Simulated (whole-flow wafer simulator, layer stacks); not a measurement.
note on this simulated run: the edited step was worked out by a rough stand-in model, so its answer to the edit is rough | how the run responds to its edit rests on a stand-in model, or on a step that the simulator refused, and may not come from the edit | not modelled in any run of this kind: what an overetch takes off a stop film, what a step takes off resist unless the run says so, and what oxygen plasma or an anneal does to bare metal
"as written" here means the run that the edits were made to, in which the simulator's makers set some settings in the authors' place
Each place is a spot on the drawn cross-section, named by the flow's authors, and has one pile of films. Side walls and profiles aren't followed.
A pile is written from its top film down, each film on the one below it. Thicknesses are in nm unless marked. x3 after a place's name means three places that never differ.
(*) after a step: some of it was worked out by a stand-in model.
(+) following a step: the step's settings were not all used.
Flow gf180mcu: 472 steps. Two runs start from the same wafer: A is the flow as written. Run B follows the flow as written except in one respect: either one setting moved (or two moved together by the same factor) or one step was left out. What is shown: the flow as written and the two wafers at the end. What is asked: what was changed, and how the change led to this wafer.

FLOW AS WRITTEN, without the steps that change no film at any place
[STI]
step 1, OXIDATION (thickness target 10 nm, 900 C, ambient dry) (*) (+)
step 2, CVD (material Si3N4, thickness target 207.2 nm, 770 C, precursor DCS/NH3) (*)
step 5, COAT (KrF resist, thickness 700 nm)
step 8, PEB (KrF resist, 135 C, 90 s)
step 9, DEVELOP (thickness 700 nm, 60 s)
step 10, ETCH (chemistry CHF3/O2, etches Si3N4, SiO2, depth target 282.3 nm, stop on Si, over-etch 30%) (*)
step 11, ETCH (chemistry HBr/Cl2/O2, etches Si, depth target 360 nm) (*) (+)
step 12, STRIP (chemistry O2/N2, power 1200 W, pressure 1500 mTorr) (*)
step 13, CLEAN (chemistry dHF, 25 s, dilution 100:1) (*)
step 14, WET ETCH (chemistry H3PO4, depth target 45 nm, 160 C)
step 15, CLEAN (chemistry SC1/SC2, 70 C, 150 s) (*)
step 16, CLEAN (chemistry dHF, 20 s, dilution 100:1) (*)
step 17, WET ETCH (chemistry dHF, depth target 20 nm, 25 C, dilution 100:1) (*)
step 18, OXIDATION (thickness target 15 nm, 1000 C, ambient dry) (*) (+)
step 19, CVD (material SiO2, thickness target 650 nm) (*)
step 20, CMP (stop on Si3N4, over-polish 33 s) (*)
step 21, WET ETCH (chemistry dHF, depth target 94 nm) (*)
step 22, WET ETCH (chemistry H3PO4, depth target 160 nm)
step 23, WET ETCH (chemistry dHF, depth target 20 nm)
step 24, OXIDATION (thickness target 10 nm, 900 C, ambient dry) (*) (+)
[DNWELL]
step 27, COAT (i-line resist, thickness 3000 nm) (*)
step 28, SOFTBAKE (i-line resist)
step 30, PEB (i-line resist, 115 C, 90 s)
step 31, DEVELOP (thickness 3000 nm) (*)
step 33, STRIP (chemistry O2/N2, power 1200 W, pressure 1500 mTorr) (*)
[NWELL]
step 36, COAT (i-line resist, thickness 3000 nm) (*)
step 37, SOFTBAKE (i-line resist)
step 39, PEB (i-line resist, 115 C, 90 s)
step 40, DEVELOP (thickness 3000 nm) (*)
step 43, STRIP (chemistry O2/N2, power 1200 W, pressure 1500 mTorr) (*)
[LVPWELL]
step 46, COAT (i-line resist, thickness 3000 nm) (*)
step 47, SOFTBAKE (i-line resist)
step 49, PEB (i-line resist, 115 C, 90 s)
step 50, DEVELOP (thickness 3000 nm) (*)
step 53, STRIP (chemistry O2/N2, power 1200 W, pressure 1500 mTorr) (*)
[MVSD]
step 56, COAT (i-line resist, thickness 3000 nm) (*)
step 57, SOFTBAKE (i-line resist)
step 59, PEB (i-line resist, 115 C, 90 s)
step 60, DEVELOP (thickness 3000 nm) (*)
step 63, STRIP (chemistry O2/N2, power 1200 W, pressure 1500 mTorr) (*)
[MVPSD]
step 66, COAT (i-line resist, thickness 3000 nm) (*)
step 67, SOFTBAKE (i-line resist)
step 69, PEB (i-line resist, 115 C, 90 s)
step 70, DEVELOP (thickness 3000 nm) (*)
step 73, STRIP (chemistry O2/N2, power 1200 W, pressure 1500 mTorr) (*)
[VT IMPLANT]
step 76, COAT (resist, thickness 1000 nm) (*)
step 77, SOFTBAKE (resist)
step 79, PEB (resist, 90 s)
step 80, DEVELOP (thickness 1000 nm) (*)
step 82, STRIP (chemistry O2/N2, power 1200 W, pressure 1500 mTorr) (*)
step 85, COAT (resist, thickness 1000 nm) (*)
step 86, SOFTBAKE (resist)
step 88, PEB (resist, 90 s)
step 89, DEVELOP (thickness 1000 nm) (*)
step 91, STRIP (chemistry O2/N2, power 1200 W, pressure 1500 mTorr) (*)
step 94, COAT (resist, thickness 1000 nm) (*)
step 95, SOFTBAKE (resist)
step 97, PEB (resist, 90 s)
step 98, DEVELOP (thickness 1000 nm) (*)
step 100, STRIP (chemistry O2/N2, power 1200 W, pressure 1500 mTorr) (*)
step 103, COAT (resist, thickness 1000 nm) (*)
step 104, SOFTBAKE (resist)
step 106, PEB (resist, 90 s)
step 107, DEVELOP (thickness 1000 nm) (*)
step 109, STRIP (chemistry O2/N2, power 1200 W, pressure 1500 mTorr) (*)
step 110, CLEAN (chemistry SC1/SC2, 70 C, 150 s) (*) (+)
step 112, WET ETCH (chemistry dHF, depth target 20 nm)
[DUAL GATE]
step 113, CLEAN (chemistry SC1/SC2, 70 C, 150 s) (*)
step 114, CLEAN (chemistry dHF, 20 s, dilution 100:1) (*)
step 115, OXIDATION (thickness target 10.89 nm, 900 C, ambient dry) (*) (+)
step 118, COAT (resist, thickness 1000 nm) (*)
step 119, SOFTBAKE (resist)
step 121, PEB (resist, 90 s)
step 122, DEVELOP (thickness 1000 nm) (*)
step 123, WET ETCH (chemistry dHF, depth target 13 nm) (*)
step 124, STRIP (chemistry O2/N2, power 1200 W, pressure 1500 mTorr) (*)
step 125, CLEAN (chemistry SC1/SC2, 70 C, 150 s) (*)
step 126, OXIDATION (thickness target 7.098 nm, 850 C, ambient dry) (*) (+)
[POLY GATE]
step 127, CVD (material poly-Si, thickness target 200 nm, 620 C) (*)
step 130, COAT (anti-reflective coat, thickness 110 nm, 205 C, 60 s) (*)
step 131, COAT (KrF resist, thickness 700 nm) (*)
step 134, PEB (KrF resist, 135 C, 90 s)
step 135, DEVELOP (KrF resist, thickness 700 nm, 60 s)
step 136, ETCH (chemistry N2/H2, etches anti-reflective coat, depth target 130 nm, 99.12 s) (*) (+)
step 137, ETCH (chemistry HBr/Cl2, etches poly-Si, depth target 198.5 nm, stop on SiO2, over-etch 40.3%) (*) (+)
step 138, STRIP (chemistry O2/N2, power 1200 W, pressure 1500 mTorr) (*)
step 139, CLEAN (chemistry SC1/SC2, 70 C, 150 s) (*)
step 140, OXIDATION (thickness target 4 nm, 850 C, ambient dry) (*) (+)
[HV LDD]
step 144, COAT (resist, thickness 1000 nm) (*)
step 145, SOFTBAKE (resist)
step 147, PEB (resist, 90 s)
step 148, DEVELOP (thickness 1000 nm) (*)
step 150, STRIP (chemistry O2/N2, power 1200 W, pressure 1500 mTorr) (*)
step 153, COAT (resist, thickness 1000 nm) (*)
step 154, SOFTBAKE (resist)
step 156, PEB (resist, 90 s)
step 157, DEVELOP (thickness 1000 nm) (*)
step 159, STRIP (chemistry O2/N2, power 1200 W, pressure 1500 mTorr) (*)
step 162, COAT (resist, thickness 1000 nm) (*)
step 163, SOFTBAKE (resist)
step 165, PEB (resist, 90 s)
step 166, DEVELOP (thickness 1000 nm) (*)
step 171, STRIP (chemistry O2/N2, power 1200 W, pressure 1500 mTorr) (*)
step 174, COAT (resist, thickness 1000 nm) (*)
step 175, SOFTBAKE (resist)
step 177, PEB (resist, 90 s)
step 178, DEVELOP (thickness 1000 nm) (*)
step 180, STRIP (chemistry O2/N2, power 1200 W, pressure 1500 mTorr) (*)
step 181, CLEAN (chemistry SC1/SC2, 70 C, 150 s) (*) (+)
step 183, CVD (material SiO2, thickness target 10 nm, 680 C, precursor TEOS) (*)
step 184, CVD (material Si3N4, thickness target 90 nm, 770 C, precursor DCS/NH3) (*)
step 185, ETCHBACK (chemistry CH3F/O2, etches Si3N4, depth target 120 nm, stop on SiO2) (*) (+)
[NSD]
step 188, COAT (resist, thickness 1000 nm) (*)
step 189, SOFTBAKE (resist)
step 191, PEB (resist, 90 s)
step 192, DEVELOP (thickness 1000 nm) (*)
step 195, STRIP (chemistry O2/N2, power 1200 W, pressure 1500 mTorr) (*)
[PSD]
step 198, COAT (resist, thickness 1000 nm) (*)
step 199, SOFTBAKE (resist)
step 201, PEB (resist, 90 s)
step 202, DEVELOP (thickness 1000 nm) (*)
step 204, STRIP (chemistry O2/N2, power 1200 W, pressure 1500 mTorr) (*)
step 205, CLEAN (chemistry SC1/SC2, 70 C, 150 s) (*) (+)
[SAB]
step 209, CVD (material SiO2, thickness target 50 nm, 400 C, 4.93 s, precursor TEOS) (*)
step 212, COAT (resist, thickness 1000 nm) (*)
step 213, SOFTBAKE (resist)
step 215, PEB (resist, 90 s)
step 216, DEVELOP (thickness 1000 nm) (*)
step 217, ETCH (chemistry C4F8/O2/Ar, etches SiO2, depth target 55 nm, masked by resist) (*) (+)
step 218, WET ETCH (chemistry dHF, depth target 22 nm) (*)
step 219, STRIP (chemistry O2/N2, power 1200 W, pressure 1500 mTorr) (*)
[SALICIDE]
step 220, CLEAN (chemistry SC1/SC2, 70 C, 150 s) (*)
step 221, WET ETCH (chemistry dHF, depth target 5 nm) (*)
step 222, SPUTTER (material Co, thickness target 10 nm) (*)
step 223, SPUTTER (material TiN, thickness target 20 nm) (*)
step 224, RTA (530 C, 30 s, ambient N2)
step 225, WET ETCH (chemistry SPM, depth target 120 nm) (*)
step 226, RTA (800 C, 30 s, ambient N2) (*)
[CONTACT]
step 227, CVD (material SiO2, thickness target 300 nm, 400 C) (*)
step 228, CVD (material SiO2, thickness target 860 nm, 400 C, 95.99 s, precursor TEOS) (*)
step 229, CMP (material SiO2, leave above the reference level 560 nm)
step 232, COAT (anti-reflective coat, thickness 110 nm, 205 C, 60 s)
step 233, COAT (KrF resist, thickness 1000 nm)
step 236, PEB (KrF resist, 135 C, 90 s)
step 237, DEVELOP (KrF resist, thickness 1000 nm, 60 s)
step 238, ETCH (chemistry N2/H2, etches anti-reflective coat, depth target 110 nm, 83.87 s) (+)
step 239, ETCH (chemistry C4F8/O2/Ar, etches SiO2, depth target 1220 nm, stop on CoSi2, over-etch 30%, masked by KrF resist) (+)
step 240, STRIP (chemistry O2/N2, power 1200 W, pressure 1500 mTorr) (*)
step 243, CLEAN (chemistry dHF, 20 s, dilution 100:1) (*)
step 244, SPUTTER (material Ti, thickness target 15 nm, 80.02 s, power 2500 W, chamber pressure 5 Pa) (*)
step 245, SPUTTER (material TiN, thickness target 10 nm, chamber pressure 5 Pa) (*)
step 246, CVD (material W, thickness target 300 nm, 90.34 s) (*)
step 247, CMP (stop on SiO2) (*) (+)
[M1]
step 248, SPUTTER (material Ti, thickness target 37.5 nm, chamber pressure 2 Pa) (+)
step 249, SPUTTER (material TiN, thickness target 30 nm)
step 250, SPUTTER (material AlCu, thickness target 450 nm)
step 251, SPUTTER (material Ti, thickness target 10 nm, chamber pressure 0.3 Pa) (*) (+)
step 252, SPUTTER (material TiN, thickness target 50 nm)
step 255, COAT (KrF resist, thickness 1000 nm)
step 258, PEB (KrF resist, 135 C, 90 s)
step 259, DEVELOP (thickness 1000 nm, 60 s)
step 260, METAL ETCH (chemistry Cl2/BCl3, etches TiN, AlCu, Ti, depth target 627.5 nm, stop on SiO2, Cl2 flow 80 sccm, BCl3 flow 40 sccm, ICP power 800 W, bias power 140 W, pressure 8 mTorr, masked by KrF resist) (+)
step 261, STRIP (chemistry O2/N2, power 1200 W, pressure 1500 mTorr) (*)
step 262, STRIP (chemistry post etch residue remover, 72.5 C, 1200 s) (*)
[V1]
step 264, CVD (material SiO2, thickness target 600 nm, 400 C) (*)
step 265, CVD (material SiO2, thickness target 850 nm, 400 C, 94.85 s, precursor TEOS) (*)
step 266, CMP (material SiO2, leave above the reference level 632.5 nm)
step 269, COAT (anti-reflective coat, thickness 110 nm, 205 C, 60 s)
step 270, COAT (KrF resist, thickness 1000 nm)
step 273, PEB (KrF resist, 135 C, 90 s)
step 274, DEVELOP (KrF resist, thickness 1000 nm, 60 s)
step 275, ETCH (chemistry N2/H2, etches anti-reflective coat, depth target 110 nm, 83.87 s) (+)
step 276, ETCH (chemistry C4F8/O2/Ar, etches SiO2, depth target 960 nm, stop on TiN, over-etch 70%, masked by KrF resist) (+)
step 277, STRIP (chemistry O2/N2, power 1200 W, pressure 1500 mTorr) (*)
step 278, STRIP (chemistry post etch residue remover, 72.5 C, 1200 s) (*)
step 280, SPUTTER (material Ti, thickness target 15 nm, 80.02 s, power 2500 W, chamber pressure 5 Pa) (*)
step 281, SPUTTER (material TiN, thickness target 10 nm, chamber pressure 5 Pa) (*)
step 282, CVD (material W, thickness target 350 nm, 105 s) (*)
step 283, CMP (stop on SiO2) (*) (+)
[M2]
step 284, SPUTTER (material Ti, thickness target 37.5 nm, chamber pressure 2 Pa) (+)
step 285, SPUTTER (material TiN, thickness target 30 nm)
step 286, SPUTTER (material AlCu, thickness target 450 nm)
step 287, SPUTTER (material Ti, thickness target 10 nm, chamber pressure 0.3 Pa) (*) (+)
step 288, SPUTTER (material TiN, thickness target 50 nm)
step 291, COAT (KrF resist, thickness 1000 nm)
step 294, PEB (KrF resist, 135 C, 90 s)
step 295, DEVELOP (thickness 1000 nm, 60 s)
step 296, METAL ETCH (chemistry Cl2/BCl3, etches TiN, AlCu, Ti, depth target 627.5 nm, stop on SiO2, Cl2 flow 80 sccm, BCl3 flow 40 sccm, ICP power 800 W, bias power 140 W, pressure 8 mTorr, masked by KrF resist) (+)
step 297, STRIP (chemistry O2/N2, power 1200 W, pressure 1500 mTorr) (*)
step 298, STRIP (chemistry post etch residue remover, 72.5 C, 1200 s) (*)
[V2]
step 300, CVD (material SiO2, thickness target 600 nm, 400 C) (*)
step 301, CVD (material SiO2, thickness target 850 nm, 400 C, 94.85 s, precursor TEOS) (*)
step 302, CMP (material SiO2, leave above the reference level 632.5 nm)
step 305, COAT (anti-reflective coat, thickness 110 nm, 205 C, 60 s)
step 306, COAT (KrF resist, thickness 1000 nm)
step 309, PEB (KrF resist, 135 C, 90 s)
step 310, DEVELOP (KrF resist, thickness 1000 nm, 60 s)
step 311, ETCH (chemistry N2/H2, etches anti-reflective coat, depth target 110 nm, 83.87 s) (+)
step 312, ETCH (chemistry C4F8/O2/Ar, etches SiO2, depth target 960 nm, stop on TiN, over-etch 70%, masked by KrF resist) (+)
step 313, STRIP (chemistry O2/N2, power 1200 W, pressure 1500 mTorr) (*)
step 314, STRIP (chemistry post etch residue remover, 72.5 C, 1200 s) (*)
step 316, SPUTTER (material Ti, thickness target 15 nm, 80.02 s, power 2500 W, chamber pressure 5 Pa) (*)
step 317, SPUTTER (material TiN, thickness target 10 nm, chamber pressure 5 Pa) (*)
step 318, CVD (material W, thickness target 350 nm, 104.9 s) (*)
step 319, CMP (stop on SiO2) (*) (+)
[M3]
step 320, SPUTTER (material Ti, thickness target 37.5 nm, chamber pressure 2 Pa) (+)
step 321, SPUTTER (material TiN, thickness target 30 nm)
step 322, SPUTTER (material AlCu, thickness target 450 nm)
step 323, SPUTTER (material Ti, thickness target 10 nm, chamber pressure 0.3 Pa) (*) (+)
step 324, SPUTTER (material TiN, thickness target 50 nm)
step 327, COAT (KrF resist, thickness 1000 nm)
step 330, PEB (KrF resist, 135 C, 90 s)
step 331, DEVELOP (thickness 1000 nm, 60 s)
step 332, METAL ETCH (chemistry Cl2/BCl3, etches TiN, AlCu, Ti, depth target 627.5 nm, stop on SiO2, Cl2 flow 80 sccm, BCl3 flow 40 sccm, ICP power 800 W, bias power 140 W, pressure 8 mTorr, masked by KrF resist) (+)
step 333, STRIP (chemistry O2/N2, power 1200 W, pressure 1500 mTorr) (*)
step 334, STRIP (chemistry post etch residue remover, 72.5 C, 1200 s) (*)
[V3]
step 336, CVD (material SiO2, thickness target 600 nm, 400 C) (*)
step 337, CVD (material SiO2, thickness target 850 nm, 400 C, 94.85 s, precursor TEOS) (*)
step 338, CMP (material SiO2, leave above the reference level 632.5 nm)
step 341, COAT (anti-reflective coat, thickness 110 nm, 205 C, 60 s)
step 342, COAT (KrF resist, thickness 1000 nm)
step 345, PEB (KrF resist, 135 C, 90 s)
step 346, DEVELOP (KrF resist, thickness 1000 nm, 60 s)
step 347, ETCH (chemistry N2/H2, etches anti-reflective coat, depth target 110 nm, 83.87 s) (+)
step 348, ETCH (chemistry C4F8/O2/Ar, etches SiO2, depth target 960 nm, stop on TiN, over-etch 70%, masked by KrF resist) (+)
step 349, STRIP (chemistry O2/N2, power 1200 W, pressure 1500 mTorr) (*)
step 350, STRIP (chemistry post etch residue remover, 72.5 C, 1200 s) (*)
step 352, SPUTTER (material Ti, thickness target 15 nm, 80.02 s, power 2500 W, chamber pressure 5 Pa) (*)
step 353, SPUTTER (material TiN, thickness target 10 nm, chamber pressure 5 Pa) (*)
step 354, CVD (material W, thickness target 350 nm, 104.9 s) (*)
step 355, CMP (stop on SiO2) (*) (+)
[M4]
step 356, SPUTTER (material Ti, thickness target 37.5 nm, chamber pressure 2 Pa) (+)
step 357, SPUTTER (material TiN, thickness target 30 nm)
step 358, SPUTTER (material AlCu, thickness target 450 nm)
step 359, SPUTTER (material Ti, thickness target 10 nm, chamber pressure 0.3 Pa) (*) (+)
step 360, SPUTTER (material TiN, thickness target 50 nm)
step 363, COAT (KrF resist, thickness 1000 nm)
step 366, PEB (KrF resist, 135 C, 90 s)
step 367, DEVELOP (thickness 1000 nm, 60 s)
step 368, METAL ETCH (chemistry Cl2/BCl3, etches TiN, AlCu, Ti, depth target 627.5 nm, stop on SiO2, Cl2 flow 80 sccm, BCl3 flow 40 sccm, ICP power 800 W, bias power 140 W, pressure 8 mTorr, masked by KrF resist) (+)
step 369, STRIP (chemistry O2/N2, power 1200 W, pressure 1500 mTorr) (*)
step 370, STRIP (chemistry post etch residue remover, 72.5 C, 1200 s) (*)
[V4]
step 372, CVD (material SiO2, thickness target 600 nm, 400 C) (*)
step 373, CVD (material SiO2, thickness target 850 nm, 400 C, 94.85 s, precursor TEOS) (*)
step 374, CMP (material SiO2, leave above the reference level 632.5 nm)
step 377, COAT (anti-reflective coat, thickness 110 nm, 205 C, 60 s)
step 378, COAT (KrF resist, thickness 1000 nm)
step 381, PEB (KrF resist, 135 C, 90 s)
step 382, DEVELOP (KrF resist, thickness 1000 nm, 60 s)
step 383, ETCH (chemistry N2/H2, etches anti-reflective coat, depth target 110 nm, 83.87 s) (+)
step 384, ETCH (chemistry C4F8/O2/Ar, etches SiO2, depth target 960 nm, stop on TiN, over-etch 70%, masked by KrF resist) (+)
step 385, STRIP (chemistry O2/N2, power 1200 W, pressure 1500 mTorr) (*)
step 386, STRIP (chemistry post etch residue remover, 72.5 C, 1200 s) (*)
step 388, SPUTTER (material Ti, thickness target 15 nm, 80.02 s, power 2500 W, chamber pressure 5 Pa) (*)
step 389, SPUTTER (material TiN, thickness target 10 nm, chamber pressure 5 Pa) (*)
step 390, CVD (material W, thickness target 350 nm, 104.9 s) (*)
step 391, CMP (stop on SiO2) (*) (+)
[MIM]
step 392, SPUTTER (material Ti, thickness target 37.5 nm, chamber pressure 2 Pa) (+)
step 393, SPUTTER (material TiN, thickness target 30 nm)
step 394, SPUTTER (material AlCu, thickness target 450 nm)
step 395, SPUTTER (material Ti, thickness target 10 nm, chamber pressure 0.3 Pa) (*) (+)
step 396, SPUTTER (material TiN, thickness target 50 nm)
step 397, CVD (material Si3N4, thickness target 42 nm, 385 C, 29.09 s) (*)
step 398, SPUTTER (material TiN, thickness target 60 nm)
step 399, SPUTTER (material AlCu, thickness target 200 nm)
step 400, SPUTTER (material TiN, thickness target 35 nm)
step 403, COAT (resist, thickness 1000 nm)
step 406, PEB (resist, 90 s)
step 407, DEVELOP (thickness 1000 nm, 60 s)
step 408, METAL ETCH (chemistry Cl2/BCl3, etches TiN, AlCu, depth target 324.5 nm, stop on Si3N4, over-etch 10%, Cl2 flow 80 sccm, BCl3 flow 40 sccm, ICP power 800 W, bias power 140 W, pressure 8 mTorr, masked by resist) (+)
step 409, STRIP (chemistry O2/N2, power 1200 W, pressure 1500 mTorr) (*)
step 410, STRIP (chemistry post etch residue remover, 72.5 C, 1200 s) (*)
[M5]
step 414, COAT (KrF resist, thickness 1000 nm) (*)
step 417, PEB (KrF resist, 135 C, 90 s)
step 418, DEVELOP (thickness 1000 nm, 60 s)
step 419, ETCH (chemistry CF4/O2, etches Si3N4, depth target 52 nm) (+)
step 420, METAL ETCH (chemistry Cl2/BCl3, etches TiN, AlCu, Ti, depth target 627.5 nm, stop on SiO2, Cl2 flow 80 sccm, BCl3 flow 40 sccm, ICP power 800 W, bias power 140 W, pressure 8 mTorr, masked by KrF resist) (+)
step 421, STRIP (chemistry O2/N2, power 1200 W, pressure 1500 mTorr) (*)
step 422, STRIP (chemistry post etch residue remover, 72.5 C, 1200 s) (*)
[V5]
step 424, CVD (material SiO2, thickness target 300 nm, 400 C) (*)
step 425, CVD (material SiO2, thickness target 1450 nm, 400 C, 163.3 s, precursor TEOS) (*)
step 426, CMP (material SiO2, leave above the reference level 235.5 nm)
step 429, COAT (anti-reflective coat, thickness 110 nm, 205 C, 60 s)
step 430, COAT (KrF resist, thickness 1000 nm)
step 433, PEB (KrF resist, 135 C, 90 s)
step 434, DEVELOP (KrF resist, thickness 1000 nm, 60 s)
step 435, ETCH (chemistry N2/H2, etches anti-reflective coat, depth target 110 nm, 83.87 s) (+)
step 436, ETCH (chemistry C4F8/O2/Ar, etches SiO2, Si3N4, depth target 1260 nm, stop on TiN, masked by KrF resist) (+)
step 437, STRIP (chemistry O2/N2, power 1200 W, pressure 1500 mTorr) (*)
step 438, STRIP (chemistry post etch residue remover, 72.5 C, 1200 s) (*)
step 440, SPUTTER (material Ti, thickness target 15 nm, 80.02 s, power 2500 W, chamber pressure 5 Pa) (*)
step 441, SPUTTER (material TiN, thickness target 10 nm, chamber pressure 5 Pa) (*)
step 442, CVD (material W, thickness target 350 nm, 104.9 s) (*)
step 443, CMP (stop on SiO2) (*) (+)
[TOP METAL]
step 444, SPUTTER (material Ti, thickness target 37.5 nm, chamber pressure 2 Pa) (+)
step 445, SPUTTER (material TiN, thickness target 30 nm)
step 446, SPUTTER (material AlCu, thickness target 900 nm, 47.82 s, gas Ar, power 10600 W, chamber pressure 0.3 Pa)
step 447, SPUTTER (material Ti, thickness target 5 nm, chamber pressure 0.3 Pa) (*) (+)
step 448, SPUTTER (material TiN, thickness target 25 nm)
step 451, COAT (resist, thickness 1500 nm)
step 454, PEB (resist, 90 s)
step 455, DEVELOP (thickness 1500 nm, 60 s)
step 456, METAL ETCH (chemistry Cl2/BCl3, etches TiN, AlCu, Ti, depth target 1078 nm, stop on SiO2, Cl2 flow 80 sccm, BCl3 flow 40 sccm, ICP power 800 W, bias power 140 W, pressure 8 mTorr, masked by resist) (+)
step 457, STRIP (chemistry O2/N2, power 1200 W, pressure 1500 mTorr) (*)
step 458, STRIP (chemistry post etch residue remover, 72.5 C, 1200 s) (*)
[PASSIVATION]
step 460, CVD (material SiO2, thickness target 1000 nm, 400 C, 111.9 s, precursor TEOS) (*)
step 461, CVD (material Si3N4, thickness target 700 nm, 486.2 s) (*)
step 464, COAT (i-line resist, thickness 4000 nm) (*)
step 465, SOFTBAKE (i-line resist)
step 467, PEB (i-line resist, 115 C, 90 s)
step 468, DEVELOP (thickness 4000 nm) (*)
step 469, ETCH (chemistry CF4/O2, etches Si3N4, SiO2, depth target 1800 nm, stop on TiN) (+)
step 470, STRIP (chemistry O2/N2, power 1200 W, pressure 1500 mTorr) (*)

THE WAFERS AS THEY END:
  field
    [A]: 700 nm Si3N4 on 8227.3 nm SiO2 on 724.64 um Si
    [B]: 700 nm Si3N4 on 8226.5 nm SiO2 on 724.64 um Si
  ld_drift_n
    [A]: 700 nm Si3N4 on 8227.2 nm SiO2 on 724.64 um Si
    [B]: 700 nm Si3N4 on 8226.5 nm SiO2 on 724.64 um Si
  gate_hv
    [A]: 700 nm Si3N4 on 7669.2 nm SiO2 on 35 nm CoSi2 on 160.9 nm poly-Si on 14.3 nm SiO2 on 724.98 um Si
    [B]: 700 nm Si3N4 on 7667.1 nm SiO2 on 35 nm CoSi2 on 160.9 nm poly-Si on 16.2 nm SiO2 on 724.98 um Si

The reason: step 115, OXIDATION: thickness target 13.06 nm was run, though the flow has thickness target 10.89 nm.

Step by step, how the change led to this:
  step 115, OXIDATION (thickness target 10.89 nm, 900 C, ambient dry) (*) (+)
      active, n_well, p_well and 40 more: A SiO2 gains 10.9 (new film), Si loses 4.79 | B SiO2 gains 13.1 (new film), Si loses 5.75
  step 123, WET ETCH (chemistry dHF, depth target 13 nm) (*)
      active, n_well, p_well and 12 more: A SiO2 loses 10.9 (all of it) | B SiO2 loses 13.1 (all of it)
  step 189, SOFTBAKE (resist)
      field__w9: A resist gains 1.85 | B resist loses 1.05
  step 199, SOFTBAKE (resist)
      field__w9: A resist gains 1.85 | B resist loses 1.05
  step 218, WET ETCH (chemistry dHF, depth target 22 nm) (*)
      ldn_tap, ldn_src, ldn_drn, ldp_tap, ldp_src, ldp_drn, ldp_gr: A SiO2 loses 16 (all of it) | B SiO2 loses 17.9 (all of it)
      ld_drn_n, ld_sd_p: A SiO2 loses 14.8 (all of it) | B SiO2 loses 16.7 (all of it)
      (also at 5 further places)
